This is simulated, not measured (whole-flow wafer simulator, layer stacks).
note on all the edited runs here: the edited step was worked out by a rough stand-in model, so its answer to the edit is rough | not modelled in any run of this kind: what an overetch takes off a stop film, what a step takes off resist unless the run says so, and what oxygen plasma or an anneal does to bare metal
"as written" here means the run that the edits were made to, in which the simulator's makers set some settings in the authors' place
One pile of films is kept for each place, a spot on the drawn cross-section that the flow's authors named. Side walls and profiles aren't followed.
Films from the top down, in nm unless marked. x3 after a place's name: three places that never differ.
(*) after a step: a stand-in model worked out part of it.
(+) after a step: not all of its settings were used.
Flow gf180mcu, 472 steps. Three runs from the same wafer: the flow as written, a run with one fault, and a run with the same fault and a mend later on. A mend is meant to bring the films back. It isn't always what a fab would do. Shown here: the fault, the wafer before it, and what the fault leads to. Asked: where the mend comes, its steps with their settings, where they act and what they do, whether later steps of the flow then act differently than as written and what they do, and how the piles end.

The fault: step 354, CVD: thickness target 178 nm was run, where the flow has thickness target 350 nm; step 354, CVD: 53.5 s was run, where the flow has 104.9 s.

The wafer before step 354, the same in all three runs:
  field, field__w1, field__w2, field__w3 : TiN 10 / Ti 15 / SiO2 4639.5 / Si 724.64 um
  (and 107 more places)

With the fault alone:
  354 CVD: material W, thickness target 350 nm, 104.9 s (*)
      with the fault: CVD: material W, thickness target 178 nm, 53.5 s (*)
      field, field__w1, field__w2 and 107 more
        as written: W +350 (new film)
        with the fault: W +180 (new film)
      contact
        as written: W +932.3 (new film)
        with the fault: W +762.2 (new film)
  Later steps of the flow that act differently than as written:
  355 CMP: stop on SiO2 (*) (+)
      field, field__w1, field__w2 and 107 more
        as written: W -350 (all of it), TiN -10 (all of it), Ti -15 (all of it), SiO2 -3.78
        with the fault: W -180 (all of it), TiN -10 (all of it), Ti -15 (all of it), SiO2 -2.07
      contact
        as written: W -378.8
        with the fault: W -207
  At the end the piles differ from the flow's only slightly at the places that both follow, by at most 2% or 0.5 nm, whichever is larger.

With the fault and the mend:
  The mend comes after step 354.
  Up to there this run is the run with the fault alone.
  354a CVD: material W, thickness target 172 nm, 51.55 s (the flow's step 354 once more, with other settings)
      field, field__w1, field__w2 and 108 more
        W +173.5
  No later step of the flow acts differently than as written, at any place that is followed, by more than 2% or 0.5 nm, whichever is larger.
  At the end the piles differ from the flow's only slightly at the places that both follow, by at most 2% or 0.5 nm, whichever is larger.
